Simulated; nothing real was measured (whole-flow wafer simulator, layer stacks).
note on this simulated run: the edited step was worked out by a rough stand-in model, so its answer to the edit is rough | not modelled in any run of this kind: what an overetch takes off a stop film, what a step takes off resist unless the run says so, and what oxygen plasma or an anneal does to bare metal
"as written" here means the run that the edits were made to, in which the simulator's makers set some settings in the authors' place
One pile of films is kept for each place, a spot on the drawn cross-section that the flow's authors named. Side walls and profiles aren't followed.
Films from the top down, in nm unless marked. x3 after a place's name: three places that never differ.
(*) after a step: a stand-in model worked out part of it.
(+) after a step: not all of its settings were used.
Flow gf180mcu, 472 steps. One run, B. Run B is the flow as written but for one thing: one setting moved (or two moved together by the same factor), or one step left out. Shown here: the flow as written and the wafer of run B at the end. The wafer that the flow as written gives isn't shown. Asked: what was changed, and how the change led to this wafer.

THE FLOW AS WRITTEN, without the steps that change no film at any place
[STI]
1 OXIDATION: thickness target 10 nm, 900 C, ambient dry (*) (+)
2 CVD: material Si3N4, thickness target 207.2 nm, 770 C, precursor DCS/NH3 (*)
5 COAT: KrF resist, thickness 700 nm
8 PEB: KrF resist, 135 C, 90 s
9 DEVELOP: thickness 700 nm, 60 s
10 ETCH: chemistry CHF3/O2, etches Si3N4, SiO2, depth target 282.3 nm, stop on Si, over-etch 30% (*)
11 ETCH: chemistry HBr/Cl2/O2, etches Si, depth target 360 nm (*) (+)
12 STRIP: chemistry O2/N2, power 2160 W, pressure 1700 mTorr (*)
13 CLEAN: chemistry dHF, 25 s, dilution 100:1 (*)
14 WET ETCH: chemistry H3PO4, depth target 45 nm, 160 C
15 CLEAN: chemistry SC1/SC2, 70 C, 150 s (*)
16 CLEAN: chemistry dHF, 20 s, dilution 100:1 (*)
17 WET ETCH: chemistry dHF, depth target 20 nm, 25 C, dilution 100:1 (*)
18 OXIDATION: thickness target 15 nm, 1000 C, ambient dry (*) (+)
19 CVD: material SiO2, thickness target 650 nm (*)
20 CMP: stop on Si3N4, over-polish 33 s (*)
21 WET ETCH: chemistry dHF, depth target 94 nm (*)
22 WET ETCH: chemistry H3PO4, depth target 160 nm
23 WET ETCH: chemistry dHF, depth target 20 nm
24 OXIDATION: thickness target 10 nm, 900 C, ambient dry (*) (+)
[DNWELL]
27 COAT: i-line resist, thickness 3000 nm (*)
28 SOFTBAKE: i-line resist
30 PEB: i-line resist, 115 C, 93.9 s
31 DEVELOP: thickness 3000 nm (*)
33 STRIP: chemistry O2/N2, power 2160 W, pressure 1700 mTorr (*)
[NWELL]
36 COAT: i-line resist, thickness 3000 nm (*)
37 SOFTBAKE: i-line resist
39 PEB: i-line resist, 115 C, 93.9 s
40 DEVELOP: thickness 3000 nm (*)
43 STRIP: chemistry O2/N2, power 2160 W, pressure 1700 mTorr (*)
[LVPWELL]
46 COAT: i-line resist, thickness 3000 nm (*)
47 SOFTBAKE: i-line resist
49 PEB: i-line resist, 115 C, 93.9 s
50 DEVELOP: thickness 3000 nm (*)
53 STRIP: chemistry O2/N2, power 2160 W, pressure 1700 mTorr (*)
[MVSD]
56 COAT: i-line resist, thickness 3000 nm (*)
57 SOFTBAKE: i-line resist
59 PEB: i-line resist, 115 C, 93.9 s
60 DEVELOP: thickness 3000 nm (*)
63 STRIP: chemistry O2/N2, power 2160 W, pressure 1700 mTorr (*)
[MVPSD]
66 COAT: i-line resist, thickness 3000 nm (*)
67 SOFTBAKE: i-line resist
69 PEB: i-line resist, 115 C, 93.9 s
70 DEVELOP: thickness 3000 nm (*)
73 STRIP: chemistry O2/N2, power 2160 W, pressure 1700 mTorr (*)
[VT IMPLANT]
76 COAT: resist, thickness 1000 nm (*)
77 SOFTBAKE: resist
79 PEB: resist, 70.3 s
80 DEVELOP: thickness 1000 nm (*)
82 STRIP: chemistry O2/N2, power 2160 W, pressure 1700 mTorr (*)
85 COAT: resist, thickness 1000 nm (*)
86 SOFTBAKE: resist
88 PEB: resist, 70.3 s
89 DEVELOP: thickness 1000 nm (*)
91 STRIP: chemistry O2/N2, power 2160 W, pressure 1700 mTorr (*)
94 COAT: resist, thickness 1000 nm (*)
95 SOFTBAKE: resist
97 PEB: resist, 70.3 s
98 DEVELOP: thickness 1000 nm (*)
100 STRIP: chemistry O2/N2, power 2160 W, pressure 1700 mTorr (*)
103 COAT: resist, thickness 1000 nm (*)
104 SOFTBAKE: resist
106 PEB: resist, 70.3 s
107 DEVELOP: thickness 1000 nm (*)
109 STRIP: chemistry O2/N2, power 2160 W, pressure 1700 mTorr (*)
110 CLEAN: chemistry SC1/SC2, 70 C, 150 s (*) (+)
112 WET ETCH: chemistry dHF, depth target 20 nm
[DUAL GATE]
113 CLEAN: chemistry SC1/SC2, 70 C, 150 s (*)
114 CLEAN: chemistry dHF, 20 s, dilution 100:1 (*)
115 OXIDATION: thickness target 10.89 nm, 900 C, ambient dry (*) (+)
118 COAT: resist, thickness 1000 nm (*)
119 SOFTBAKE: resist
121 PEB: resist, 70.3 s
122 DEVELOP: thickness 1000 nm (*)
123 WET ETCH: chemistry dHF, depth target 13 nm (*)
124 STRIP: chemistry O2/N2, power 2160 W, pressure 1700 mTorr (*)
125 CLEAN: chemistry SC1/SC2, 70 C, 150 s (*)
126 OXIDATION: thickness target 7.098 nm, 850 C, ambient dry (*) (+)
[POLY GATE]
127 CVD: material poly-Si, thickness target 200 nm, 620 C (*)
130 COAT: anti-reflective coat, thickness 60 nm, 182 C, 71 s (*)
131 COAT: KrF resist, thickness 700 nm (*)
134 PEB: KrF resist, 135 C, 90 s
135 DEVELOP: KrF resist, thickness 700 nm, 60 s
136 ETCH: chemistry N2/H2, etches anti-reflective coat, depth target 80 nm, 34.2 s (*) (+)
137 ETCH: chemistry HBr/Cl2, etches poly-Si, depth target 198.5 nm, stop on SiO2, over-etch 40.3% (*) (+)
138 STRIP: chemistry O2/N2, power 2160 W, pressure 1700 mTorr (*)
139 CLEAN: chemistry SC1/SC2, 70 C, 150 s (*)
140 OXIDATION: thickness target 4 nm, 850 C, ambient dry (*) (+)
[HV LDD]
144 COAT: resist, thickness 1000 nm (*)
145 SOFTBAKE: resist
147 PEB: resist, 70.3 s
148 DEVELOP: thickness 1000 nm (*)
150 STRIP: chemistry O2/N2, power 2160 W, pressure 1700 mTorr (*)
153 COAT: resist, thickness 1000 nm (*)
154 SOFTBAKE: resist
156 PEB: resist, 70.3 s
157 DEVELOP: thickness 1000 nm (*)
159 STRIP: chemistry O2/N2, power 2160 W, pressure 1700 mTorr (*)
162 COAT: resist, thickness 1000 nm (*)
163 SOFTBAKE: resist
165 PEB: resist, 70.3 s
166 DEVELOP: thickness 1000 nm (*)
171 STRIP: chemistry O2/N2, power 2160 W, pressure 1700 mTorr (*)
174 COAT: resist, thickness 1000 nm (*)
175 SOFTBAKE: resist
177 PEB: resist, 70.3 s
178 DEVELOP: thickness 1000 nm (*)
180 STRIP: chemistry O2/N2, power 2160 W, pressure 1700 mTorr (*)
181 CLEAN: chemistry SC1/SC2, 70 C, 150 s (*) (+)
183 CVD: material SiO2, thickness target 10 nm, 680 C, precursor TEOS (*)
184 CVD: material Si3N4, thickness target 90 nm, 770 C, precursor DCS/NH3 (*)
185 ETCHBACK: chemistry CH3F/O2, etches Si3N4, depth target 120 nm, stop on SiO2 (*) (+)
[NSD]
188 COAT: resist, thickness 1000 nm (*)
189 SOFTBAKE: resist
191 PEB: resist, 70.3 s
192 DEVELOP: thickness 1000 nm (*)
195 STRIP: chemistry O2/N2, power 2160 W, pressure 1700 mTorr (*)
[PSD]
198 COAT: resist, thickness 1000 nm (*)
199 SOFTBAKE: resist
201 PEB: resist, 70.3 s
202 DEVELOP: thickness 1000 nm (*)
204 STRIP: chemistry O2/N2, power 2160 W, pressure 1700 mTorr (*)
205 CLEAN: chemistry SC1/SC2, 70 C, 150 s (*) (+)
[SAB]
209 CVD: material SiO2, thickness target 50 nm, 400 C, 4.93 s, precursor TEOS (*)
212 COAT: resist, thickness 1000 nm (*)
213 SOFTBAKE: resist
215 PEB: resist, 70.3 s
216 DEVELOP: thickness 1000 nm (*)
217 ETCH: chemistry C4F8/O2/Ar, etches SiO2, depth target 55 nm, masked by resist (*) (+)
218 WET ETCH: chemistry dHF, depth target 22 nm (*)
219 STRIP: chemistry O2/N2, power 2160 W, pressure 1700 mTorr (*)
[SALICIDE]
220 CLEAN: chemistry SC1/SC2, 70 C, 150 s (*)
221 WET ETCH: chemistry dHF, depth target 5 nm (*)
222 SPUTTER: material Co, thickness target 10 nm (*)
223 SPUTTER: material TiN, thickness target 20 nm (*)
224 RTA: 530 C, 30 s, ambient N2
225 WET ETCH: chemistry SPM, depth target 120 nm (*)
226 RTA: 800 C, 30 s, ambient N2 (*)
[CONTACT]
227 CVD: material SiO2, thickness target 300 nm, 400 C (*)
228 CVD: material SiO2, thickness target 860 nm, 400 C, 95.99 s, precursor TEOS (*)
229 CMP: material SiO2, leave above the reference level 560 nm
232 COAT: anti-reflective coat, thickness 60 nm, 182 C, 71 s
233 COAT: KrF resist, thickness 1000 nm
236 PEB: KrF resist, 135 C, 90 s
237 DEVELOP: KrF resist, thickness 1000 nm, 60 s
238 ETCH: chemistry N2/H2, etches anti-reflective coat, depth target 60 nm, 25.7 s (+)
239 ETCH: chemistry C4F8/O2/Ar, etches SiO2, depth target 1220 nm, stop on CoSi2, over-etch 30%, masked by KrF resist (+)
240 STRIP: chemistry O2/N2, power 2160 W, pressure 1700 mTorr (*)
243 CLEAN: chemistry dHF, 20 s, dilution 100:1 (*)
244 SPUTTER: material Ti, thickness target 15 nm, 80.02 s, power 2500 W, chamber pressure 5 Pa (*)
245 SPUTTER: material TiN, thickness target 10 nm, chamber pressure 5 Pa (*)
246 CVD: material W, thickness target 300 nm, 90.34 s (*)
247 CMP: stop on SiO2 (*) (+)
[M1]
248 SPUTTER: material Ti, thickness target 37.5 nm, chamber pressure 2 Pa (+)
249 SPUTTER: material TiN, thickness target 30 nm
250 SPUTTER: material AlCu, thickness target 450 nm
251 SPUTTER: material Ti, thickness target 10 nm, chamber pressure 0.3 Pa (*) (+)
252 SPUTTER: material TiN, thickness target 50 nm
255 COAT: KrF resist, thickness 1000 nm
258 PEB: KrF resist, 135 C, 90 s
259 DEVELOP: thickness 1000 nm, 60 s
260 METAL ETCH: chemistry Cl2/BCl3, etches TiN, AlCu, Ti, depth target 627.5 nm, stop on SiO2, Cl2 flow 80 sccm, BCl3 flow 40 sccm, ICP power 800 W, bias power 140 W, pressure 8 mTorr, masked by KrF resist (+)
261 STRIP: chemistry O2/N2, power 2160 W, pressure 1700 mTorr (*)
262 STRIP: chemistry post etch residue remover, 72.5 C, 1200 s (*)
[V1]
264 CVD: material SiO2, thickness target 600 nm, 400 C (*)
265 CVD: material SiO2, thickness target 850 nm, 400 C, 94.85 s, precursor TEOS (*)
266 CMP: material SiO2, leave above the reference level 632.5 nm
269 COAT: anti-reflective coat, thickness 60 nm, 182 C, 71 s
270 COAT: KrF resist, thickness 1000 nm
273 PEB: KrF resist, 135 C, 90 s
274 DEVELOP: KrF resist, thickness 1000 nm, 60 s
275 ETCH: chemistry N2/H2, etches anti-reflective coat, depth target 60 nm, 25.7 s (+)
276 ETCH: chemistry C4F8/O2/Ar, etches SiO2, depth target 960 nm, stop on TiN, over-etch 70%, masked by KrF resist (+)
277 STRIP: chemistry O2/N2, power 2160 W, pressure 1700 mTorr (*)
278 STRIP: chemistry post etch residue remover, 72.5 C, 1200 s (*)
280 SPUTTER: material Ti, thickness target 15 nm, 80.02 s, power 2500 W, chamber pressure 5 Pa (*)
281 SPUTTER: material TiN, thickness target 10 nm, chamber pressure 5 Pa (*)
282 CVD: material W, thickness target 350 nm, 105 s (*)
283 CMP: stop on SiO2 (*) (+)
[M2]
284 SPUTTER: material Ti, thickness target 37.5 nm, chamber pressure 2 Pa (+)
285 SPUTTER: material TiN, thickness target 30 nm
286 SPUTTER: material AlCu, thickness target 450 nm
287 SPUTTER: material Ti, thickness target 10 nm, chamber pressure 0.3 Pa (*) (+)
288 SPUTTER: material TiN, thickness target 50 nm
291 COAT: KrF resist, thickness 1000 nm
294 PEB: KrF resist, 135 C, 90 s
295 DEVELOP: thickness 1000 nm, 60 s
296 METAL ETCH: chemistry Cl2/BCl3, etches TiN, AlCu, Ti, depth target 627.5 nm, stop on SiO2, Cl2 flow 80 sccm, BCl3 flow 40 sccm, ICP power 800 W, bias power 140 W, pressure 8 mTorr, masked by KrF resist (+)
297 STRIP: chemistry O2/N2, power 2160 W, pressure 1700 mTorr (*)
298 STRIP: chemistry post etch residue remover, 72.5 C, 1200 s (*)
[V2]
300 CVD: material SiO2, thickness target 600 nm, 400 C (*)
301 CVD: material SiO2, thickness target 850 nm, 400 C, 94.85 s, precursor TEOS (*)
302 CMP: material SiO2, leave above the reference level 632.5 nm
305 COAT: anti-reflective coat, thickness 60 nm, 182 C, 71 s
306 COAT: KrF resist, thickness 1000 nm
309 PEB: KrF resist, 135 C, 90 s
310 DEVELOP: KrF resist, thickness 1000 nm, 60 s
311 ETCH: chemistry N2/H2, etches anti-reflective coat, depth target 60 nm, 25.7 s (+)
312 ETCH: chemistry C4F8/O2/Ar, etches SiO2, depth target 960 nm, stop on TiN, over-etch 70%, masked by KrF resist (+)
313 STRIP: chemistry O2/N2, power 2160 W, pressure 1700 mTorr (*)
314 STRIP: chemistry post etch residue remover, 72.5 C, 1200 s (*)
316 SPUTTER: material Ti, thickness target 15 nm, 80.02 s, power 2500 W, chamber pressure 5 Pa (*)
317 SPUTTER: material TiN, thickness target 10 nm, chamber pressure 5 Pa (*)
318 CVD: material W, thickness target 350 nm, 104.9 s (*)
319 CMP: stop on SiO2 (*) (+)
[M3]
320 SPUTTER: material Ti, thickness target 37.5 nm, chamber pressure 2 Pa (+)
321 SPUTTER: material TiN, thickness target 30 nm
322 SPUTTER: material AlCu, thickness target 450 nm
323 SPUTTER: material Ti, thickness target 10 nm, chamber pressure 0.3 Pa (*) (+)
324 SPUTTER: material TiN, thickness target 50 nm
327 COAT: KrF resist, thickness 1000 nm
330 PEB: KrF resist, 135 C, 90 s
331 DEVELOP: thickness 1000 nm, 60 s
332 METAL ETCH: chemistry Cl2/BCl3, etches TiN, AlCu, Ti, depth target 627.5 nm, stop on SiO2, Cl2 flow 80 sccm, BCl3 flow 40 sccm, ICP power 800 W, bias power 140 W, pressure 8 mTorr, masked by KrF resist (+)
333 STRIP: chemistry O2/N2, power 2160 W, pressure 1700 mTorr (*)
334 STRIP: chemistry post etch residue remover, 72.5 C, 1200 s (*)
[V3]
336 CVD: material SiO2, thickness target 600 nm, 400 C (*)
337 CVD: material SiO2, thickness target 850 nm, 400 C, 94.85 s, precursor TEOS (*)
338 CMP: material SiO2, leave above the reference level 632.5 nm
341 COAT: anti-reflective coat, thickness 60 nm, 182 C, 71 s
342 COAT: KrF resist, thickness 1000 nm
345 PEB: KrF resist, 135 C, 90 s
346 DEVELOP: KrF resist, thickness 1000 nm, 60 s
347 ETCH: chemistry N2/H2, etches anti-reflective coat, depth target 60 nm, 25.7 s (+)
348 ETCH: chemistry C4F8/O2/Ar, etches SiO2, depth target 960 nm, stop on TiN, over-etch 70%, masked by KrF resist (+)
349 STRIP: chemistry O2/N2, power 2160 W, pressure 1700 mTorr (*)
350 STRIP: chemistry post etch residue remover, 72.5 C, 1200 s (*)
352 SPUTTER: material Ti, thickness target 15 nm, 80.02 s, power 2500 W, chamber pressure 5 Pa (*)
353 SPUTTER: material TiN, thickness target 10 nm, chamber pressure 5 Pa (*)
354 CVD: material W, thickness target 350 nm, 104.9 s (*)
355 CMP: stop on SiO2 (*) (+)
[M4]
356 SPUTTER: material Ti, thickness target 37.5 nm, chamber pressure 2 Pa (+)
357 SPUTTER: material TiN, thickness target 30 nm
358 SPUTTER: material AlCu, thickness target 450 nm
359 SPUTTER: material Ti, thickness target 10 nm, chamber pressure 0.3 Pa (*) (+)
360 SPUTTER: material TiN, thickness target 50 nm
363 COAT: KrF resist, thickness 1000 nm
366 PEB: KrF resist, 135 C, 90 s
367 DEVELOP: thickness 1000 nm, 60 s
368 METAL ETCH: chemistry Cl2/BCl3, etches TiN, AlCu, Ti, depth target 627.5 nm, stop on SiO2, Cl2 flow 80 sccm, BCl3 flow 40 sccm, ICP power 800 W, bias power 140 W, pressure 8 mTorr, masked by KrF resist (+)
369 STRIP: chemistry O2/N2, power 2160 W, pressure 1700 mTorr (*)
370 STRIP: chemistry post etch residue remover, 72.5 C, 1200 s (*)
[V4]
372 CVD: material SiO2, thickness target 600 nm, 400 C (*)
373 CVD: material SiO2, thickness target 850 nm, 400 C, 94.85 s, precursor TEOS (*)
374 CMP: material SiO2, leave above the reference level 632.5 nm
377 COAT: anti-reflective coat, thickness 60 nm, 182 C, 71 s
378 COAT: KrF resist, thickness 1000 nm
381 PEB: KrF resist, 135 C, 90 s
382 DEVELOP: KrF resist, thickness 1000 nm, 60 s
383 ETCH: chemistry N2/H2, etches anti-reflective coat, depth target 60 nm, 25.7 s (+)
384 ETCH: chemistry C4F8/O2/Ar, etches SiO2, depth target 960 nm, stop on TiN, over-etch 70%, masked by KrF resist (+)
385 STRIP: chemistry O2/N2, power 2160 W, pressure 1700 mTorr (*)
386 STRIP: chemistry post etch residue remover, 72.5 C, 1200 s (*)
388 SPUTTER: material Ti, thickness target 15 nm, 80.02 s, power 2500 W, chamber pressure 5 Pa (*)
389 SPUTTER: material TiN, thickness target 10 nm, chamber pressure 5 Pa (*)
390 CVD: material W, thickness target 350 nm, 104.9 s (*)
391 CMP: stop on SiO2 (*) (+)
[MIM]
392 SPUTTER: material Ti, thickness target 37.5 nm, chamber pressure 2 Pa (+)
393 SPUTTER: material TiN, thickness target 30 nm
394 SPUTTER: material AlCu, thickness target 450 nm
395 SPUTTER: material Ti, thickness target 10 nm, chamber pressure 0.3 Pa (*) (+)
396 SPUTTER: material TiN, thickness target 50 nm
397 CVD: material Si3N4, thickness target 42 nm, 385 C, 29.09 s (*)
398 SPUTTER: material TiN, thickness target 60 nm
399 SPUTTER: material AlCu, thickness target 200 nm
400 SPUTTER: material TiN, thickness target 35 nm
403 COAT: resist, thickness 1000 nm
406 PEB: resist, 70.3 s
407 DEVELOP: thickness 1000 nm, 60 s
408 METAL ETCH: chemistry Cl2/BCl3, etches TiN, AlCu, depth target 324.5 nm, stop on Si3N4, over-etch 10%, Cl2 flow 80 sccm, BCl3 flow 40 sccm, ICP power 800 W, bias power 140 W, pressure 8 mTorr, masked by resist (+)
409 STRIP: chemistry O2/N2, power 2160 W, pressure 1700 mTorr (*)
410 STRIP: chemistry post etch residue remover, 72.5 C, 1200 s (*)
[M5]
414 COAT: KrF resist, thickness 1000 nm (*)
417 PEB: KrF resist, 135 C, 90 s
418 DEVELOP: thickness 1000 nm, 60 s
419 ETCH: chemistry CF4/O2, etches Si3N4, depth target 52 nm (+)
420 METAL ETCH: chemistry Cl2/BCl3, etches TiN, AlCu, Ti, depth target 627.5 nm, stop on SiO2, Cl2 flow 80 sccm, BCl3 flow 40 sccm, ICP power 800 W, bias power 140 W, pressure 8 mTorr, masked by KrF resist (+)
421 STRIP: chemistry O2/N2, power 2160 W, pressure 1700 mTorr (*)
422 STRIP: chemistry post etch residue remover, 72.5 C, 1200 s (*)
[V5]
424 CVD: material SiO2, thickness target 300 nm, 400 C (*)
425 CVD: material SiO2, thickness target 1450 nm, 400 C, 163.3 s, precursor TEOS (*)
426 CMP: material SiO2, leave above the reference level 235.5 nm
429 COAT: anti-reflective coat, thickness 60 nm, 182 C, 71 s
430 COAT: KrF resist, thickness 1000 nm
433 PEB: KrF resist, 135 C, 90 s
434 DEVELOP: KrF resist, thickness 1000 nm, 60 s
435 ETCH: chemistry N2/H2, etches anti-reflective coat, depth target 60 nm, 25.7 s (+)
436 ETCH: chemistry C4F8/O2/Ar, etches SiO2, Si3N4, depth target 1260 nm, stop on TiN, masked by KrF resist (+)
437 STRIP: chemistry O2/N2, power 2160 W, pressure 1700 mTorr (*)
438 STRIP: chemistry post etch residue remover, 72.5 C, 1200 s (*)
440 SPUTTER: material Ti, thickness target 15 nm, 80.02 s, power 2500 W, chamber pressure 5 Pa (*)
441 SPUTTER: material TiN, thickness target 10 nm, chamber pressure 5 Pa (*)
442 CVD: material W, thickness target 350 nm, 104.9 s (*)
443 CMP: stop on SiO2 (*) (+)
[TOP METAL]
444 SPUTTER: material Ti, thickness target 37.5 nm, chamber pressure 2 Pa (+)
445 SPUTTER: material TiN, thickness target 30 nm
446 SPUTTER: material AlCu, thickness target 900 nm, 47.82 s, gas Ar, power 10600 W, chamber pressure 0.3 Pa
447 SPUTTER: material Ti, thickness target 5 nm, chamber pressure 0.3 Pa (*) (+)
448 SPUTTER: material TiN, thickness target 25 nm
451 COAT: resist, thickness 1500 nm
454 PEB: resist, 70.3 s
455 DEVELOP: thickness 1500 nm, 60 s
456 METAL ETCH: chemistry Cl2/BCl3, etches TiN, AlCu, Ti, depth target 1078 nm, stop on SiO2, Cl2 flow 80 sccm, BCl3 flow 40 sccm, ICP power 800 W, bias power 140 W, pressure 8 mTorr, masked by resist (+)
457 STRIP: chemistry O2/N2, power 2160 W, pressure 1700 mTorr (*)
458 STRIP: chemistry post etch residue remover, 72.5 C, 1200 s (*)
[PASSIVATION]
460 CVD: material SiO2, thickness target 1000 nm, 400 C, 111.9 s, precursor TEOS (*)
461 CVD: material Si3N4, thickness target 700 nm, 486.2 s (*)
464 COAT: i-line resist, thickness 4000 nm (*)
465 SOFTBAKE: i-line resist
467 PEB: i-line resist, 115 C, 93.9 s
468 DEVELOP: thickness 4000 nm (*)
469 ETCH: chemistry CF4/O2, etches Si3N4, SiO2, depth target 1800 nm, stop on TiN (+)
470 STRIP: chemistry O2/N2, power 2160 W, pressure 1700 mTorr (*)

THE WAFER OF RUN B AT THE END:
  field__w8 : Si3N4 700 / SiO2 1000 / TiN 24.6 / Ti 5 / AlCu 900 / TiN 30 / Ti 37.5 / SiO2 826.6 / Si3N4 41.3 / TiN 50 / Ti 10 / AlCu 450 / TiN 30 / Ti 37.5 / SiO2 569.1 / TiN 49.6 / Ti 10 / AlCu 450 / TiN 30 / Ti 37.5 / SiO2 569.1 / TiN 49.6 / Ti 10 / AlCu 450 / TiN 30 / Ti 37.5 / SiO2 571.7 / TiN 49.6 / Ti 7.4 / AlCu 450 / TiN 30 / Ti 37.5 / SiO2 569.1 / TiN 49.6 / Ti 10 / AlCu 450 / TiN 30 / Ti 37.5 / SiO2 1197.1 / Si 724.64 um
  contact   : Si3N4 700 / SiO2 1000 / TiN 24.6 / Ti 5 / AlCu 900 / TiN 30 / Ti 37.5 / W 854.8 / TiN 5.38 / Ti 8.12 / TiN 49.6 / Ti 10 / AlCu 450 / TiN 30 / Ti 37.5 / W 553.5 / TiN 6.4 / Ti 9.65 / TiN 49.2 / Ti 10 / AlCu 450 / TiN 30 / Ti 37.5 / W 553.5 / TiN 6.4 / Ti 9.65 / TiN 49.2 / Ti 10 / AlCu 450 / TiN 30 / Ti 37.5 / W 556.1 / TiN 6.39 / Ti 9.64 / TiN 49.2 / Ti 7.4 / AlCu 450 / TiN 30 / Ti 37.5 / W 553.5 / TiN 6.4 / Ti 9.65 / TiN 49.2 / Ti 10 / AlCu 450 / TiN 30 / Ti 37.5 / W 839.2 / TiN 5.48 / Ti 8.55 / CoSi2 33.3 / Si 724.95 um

The cause: step 287, SPUTTER: thickness target 7.4 nm was run, where the flow has thickness target 10 nm.
It can be read off the wafer: field__w8 has Ti 7.4, and step 287 as written asks for 10 nm.

How the change led to this, step by step:
  287 SPUTTER: material Ti, thickness target 10 nm, chamber pressure 0.3 Pa (*) (+)
      field, field__w1, field__w2 and 108 more: Ti +7.4 (new film) (as written it would be: Ti +10 (new film))
  296 METAL ETCH: chemistry Cl2/BCl3, etches TiN, AlCu, Ti, depth target 627.5 nm, stop on SiO2, Cl2 flow 80 sccm, BCl3 flow 40 sccm, ICP power 800 W, bias power 140 W, pressure 8 mTorr, masked by KrF resist (+)
      field, field__w1, field__w2 and 103 more: TiN -50 (all of it), Ti -7.4 (all of it), AlCu -450 (all of it), TiN -30 (all of it), Ti -37.5 (all of it) (as written it would be: TiN -50 (all of it), Ti -10 (all of it), AlCu -450 (all of it), TiN -30 (all of it), Ti -37.5 (all of it))
